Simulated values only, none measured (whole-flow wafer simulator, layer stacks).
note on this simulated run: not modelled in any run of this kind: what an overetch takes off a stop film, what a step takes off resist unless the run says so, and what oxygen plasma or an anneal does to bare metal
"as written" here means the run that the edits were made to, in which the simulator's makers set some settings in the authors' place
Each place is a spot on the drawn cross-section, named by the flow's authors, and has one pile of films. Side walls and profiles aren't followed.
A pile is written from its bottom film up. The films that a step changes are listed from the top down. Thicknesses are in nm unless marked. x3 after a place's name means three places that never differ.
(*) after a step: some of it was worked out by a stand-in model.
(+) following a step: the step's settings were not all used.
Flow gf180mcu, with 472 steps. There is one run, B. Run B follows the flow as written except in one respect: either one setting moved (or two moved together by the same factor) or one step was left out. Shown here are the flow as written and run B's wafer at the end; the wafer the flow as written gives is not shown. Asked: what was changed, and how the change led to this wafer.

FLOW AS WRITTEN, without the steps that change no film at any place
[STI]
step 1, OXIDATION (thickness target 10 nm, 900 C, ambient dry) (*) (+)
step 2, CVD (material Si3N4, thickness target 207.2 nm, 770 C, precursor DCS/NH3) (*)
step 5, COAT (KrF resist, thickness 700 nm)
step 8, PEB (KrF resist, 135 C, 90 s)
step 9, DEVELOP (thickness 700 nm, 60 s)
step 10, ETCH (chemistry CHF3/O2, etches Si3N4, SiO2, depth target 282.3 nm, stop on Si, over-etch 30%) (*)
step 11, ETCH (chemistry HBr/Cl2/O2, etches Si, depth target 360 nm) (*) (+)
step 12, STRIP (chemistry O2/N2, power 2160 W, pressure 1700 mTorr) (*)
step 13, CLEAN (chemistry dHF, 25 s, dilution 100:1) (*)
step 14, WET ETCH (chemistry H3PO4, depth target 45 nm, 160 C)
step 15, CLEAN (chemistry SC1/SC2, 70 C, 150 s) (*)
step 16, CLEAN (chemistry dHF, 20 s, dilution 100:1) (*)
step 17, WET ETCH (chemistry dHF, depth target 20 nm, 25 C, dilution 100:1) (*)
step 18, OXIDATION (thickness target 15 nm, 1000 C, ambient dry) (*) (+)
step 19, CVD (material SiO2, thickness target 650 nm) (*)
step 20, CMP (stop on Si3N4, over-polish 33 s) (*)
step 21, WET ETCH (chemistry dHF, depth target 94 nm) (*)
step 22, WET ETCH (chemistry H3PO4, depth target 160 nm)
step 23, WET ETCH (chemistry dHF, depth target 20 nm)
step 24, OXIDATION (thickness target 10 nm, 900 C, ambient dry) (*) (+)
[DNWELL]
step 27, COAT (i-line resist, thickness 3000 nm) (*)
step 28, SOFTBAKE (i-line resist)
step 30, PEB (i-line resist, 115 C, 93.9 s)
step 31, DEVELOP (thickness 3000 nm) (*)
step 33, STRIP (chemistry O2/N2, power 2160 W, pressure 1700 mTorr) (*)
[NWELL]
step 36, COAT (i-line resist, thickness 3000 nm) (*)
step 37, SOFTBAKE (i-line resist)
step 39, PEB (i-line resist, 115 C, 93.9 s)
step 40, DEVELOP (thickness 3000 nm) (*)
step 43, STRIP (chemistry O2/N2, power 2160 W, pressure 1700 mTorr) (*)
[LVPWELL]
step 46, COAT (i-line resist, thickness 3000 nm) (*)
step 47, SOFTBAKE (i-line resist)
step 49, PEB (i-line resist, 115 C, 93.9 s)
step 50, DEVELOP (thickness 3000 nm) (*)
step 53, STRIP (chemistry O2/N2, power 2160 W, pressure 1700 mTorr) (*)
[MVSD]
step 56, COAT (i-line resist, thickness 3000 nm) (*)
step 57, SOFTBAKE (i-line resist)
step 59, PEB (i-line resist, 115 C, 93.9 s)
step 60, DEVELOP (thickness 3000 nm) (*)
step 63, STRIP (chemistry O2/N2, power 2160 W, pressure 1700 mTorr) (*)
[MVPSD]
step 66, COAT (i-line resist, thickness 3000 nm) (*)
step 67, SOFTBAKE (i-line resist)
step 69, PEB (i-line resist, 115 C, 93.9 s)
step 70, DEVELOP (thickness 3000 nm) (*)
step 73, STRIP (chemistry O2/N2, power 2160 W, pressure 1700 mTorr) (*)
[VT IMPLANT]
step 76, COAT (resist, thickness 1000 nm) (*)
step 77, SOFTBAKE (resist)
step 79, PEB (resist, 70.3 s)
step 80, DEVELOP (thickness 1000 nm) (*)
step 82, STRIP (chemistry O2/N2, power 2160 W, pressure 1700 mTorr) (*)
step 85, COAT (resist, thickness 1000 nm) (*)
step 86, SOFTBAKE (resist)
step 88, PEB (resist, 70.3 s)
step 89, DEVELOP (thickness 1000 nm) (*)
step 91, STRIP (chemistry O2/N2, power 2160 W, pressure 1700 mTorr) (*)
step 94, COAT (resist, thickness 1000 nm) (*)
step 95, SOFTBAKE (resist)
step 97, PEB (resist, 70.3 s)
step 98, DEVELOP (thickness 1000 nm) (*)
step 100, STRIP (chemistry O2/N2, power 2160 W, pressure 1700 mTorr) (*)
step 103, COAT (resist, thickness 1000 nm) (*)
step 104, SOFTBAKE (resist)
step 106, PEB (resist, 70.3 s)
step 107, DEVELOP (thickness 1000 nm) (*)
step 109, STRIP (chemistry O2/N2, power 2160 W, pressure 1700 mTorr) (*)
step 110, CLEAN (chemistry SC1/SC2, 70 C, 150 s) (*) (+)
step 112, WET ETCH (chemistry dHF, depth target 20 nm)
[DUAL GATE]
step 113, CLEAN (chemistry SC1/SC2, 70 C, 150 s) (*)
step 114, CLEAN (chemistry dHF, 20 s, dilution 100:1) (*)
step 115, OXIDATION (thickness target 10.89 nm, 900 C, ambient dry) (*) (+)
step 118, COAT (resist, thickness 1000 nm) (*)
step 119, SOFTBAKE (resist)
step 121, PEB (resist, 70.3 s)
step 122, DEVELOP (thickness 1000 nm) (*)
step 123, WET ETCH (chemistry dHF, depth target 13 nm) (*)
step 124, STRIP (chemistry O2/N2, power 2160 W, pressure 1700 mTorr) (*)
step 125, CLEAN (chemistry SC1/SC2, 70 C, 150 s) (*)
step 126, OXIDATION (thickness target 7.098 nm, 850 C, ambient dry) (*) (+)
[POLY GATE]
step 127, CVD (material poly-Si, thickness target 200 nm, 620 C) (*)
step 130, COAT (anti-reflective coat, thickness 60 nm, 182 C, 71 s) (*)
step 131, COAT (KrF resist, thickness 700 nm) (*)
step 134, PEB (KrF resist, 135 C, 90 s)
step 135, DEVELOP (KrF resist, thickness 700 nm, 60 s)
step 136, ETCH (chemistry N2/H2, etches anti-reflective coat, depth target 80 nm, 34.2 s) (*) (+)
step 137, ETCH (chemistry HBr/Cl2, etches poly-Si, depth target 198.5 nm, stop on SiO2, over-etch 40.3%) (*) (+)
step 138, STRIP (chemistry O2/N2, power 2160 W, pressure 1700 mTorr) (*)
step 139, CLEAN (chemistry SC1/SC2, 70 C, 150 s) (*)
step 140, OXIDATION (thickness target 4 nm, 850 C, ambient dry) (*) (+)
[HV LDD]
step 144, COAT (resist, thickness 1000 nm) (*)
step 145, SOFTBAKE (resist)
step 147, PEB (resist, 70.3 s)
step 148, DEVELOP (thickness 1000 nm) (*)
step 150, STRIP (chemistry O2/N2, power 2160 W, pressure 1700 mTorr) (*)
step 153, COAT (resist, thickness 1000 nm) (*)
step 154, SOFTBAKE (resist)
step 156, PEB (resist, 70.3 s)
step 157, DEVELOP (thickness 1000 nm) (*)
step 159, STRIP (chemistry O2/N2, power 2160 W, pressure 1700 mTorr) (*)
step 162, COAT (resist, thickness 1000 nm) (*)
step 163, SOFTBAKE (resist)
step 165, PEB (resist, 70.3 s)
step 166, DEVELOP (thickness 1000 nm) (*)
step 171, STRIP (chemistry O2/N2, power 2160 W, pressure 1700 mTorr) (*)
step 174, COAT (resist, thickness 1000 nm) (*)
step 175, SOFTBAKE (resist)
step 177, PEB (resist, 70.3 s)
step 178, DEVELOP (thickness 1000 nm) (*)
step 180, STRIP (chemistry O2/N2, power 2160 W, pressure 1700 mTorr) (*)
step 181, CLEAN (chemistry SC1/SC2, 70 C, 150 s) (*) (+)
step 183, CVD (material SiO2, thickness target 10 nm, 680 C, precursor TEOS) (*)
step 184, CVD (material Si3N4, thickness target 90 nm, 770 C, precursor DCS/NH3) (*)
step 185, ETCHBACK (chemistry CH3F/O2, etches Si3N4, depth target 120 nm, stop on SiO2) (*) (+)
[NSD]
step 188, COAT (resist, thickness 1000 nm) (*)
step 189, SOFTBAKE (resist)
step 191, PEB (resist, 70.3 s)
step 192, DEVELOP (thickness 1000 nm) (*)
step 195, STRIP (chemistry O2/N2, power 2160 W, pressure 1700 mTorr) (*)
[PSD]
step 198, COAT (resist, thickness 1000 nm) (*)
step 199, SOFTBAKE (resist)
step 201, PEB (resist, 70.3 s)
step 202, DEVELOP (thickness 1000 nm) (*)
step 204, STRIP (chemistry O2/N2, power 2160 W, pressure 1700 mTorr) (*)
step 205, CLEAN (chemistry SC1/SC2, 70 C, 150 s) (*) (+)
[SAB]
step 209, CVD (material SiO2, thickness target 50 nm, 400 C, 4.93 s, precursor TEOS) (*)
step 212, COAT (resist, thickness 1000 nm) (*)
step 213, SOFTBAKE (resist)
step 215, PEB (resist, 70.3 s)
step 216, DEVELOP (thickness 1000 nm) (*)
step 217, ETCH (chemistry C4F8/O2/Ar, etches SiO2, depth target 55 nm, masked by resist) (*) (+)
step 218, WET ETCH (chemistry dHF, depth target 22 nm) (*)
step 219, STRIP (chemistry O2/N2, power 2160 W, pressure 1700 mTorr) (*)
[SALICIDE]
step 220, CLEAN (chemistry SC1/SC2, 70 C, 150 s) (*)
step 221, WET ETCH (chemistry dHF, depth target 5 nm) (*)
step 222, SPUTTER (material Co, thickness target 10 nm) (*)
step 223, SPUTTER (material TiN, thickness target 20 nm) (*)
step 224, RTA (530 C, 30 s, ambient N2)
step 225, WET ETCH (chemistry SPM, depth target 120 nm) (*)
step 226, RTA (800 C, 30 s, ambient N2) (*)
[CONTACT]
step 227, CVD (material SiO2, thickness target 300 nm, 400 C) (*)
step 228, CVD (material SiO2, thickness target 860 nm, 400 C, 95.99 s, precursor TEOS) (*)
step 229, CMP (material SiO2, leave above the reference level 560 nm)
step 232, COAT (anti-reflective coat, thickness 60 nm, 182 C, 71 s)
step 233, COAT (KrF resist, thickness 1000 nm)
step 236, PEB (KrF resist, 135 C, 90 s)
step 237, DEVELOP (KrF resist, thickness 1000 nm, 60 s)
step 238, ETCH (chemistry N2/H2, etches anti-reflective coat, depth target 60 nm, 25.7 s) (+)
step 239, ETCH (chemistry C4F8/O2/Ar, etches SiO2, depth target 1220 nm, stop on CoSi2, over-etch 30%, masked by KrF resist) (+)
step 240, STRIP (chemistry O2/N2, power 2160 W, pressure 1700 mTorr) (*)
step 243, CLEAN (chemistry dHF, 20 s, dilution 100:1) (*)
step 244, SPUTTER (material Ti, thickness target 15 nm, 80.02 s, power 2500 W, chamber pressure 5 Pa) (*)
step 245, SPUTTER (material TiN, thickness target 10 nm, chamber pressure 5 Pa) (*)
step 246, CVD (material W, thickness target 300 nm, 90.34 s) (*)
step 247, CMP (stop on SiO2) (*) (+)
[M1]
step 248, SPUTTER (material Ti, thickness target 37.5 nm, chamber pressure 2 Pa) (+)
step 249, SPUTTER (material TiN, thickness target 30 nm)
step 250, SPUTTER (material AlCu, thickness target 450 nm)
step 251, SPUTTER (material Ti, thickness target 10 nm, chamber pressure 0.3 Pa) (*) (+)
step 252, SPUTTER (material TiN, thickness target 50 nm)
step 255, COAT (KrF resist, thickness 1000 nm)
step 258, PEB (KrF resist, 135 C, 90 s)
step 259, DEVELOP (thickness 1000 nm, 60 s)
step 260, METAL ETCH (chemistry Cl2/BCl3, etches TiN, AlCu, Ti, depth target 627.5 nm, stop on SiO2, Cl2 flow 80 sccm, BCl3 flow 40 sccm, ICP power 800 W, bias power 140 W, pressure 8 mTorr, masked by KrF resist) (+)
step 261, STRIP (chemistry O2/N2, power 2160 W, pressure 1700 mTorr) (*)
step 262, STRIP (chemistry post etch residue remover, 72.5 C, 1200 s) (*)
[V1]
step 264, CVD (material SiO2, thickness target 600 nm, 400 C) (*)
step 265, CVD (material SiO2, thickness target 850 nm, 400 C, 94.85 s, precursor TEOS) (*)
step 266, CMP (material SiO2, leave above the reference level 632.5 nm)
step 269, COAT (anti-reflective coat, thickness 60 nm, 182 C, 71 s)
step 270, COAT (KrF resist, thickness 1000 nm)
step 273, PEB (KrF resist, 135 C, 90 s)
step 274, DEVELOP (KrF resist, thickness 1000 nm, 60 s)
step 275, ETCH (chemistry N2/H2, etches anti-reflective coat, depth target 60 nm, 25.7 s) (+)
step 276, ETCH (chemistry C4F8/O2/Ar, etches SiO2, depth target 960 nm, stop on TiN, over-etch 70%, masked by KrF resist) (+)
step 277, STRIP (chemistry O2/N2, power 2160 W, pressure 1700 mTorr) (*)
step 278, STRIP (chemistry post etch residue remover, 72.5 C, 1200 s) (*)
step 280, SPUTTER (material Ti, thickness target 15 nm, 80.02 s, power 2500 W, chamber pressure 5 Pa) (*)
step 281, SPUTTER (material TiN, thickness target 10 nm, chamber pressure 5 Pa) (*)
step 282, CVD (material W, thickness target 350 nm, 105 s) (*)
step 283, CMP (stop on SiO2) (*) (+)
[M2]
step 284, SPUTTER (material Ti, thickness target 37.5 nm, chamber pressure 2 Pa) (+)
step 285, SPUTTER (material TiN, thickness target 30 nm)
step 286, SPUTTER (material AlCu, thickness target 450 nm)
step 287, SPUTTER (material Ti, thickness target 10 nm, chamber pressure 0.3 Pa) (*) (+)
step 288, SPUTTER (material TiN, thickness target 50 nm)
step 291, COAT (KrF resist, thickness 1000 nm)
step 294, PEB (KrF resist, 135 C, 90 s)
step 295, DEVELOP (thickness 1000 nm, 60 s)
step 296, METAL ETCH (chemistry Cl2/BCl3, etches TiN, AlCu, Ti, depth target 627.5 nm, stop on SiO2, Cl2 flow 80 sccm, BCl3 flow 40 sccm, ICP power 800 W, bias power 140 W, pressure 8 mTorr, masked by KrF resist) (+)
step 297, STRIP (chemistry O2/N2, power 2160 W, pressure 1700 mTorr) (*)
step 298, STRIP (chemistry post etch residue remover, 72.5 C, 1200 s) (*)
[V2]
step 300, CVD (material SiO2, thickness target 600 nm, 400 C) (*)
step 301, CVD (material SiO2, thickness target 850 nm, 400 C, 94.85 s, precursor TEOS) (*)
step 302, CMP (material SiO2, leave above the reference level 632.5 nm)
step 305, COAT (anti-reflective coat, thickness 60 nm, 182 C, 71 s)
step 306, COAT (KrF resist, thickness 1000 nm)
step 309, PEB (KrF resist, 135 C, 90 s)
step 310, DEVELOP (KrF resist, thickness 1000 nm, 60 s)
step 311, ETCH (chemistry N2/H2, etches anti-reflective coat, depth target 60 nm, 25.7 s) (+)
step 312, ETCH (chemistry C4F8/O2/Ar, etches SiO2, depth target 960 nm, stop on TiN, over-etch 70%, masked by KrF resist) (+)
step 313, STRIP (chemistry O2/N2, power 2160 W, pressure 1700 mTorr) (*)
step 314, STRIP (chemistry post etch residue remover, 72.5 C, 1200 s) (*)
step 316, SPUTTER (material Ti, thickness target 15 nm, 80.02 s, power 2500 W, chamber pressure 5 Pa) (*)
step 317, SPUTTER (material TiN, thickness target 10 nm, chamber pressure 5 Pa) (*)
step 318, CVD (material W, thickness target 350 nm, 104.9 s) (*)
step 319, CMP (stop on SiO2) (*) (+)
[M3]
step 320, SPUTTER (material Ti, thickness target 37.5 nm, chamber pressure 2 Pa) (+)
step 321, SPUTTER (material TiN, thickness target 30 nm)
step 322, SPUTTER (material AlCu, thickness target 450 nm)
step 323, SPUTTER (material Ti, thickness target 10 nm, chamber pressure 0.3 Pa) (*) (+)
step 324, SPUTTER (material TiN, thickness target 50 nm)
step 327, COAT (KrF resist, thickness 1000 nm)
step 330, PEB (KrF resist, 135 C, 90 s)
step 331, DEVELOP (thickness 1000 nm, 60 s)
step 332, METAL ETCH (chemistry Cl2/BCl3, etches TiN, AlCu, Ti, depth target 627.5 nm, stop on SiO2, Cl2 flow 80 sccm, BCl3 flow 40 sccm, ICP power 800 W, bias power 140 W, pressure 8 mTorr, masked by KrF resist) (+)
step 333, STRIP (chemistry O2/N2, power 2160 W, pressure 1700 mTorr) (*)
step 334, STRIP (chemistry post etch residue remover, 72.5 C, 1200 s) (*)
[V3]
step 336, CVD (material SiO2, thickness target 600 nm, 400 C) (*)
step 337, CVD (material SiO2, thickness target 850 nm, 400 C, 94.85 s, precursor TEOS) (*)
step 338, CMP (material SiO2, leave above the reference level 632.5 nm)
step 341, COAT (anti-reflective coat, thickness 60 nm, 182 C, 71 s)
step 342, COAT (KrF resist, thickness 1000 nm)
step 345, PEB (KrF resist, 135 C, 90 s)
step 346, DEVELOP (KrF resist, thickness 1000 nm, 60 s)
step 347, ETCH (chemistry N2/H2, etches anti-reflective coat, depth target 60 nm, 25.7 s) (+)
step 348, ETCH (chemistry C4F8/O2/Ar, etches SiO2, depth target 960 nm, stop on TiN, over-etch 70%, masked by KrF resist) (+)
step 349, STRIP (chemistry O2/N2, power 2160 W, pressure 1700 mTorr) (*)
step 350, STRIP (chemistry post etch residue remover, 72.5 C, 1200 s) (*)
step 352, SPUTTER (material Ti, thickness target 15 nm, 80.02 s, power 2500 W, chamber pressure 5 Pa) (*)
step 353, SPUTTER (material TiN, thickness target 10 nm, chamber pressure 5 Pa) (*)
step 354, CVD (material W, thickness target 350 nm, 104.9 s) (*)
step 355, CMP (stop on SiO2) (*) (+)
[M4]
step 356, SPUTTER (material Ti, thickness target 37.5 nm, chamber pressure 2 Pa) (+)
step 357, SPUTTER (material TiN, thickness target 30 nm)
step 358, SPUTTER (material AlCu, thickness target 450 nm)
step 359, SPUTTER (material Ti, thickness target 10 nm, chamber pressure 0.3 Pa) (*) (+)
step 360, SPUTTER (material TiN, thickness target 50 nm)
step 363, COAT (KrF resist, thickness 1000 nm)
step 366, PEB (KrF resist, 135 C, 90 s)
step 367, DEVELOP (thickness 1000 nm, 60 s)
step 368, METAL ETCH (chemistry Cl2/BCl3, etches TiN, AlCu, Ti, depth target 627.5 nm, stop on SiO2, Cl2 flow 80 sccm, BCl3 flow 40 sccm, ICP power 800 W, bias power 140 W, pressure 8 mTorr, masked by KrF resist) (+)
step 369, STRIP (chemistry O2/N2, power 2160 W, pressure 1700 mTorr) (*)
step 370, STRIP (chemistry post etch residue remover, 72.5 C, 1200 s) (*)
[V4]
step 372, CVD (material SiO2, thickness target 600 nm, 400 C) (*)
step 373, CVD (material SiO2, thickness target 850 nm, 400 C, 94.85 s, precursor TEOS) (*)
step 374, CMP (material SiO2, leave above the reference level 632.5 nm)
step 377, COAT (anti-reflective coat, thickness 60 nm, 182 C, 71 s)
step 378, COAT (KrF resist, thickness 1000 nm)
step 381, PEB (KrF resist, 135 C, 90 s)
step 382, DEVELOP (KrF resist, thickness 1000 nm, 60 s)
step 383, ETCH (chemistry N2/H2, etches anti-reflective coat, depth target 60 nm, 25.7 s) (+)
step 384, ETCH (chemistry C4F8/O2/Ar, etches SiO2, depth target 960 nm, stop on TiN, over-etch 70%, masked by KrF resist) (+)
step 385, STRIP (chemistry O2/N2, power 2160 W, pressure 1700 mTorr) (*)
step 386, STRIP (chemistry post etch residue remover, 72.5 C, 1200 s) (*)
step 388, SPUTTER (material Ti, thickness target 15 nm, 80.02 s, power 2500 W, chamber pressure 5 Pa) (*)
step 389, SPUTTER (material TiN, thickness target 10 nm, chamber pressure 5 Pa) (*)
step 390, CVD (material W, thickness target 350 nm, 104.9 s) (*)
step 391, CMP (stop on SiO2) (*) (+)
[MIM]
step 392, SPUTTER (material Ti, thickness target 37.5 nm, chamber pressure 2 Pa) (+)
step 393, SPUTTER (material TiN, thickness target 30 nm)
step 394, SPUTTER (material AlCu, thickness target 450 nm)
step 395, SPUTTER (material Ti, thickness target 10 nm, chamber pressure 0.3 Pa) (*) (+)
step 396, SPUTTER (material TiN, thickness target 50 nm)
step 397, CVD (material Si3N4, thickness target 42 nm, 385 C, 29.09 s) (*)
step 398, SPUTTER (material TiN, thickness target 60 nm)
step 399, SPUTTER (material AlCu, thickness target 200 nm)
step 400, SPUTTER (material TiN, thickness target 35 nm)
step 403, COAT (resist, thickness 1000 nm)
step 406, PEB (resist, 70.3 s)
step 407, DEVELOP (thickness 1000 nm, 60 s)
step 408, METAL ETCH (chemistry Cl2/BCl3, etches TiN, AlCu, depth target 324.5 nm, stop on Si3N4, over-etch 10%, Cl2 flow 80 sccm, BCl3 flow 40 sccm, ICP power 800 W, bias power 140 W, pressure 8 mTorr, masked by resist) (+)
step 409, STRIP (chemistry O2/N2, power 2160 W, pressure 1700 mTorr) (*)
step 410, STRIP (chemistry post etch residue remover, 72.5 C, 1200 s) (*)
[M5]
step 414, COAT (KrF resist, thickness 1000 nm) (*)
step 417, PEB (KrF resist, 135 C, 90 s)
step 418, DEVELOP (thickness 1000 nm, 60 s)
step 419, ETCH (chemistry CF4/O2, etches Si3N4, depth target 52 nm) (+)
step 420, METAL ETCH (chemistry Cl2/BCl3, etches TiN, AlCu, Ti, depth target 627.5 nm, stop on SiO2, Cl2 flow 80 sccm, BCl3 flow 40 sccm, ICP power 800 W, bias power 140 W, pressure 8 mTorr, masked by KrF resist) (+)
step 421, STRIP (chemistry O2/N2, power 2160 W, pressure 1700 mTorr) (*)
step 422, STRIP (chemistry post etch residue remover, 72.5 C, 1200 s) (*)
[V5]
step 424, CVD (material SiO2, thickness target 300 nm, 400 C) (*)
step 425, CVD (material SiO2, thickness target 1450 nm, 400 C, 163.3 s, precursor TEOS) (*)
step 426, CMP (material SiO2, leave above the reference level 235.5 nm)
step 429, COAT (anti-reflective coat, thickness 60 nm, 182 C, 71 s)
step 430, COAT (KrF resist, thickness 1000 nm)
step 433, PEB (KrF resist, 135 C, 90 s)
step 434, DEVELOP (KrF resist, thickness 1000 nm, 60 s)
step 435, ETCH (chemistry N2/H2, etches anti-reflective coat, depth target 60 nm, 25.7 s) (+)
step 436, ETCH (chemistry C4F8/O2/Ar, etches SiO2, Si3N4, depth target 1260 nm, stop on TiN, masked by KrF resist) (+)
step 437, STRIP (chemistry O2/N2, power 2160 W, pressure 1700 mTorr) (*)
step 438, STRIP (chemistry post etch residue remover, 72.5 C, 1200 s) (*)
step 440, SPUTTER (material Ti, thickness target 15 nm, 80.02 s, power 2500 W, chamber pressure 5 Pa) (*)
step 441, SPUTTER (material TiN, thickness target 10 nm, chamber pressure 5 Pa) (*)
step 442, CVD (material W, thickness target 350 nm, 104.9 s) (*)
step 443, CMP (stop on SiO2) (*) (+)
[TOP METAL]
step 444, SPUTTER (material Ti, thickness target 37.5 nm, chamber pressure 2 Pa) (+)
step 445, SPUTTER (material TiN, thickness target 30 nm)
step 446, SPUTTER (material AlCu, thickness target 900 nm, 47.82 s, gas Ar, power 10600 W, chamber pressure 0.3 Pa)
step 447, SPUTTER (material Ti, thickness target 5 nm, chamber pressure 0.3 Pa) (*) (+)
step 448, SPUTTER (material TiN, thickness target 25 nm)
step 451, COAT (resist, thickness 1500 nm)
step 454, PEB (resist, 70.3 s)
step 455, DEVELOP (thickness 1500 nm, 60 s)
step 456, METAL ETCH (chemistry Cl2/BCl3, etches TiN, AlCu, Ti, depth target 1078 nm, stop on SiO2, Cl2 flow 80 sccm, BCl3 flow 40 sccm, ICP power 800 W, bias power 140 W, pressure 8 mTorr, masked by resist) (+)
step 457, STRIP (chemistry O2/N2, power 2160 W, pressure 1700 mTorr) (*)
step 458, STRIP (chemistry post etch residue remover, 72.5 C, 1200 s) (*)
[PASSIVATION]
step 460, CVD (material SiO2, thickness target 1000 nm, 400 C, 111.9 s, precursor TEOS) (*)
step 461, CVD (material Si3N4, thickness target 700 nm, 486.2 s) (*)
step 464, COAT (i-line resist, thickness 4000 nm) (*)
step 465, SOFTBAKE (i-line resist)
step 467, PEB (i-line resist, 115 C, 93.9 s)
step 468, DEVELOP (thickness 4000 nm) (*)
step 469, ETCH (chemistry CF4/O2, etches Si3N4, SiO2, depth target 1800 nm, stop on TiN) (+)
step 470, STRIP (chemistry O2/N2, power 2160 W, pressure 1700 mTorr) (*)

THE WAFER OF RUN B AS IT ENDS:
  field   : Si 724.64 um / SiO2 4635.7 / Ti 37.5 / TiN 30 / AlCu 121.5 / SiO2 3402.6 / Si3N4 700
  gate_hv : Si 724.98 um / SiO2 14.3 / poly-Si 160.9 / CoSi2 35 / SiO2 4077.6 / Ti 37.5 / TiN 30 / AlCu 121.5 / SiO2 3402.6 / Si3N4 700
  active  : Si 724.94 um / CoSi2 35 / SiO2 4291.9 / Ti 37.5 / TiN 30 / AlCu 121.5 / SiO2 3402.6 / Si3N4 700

The reason: step 368, METAL ETCH: depth target 382.8 nm was run, though the flow has depth target 627.5 nm.

How this came from the change, step by step:
  step 368, METAL ETCH (chemistry Cl2/BCl3, etches TiN, AlCu, Ti, depth target 627.5 nm, stop on SiO2, Cl2 flow 80 sccm, BCl3 flow 40 sccm, ICP power 800 W, bias power 140 W, pressure 8 mTorr, masked by KrF resist) (+)
      field, field__w1, field__w2 and 103 more: TiN loses 50 (all of it), Ti loses 10 (all of it), AlCu loses 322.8 (it would be, as written: TiN loses 50 (all of it), Ti loses 10 (all of it), AlCu loses 450 (all of it), TiN loses 30 (all of it), Ti loses 37.5 (all of it))
      field__w8, contact, m1, m1__w1, m1_nw: KrF resist loses 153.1 (it would be, as written: KrF resist loses 251)
  step 369, STRIP (chemistry O2/N2, power 2160 W, pressure 1700 mTorr) (*)
      field__w8, contact, m1, m1__w1, m1_nw: KrF resist loses 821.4 (all of it) (it would be, as written: KrF resist loses 723.5 (all of it))
  step 370, STRIP (chemistry post etch residue remover, 72.5 C, 1200 s) (*)
      field, field__w1, field__w2 and 103 more: AlCu loses 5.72 (it would be, as written: nothing)
  step 372, CVD (material SiO2, thickness target 600 nm, 400 C) (*)
      field, field__w1, field__w2 and 103 more: SiO2 gains 600 (new film) (it would be, as written: SiO2 gains 600)
  step 374, CMP (material SiO2, leave above the reference level 632.5 nm)
      field, field__w1, field__w2 and 103 more: SiO2 loses 489 (it would be, as written: SiO2 loses 300)
If metal films that touch count as one body, field has 1 body; the flow as written gives 0 bodies.
If metal films that touch count as one body, gate_hv has 2 bodies (between them, from the top down: SiO2 4077.6); the flow as written gives 1 body.
If metal films that touch count as one body, active has 2 bodies (between them, from the top down: SiO2 4291.9); the flow as written gives 1 body.
